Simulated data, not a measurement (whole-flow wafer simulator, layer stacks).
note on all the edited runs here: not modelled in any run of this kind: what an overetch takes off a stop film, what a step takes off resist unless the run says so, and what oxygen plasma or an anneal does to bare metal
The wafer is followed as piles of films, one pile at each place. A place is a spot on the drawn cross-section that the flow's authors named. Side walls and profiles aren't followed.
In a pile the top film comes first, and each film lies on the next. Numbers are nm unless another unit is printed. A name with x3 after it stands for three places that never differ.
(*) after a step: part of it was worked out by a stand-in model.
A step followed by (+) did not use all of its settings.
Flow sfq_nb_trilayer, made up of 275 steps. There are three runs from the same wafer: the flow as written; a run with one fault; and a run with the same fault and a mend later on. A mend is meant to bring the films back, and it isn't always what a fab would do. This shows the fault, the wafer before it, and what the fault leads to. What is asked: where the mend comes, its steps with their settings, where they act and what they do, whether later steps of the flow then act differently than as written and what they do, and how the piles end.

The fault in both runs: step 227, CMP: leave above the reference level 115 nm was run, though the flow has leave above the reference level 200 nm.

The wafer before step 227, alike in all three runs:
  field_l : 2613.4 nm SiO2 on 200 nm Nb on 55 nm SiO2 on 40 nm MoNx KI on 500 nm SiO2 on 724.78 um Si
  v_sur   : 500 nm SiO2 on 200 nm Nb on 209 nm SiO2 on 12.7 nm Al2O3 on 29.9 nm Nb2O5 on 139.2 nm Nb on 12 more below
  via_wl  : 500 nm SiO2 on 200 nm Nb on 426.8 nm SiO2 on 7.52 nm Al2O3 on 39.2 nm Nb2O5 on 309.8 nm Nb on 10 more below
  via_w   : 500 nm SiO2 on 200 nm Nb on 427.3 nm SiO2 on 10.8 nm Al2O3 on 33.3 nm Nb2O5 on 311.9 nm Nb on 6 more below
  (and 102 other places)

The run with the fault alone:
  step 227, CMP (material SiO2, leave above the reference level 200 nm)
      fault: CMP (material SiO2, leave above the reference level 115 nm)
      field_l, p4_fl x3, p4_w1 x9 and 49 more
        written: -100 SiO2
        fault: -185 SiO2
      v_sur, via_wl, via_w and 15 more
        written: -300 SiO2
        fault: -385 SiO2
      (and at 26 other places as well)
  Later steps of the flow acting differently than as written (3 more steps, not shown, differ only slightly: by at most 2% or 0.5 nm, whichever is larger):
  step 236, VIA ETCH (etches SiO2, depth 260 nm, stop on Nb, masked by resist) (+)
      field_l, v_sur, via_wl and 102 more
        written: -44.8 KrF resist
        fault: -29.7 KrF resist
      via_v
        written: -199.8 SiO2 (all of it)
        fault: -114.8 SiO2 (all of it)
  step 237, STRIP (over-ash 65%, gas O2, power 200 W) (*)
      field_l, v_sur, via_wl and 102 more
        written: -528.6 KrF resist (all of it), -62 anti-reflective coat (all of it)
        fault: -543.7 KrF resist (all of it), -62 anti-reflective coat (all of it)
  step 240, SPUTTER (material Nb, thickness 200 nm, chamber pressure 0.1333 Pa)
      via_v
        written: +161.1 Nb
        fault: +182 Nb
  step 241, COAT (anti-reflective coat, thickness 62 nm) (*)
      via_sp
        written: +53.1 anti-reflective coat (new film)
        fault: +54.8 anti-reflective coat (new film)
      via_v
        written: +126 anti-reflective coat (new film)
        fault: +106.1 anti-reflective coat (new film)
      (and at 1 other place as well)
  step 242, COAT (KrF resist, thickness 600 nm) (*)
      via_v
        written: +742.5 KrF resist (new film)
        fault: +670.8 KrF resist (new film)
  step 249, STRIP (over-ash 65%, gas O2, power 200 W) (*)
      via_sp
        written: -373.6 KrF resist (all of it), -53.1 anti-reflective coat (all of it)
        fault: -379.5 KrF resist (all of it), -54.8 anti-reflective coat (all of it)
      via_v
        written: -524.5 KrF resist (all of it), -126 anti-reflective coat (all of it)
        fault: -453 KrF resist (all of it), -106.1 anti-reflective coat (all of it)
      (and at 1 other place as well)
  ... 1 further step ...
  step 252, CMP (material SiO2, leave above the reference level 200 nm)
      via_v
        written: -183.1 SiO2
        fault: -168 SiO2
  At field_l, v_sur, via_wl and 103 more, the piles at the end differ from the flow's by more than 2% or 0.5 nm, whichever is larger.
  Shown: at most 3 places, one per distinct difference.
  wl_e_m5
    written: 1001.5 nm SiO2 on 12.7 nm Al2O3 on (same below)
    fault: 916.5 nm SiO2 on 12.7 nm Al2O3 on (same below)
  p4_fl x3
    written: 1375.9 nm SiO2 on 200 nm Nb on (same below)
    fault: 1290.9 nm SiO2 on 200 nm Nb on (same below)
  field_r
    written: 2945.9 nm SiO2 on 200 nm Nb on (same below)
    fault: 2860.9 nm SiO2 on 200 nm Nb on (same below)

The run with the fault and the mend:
  The mend stands after step 234.
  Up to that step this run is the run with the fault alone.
  step 234a, STRIP (over-ash 65%, gas O2, power 200 W) (*)
      field_l, v_sur, via_wl and 102 more
        -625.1 KrF resist (all of it), -62 anti-reflective coat (all of it)
      via_v
        -62 anti-reflective coat (all of it)
  step 234b, PECVD (material SiO2, thickness 85 nm, 150 C, 18.89 s, RF power 183.3 W, pressure 2.4 Torr, precursor SiH4/N2O) (the flow's step 226, run once more with other settings)
      field_l, v_sur, via_wl and 103 more
        +85 SiO2
  step 234c, COAT (anti-reflective coat, thickness 62 nm) (the flow's step 229, run once more)
      field_l, v_sur, via_wl and 103 more
        +62 anti-reflective coat (new film)
  step 234d, COAT (KrF resist, thickness 650 nm) (the flow's step 230, run once more)
      field_l, v_sur, via_wl and 103 more
        +650 KrF resist (new film)
  step 234e, SOFTBAKE (KrF resist) (the flow's step 231, run once more)
      does not change any film at any place that is followed
  step 234f, EXPOSE (photomask I6, dose 11.91 mJ/cm2, NA 0.6, wavelength 248 nm) (*) (the flow's step 232, run once more)
      does not change any film at any place that is followed
  step 234g, PEB (KrF resist, 90 s) (the flow's step 233, run once more)
      field_l, v_sur, via_wl and 103 more
        -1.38 KrF resist
  step 234h, DEVELOP (KrF resist, thickness 650 nm, 60 s) (the flow's step 234, run once more)
      field_l, v_sur, via_wl and 102 more
        -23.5 KrF resist
      via_v
        -648.6 KrF resist (all of it)
  Later steps of the flow that are run all act as written at every place that is followed, up to a difference of at most 2% or 0.5 nm, whichever is larger.
  By the end, the piles equal the flow's at every place that both follow.
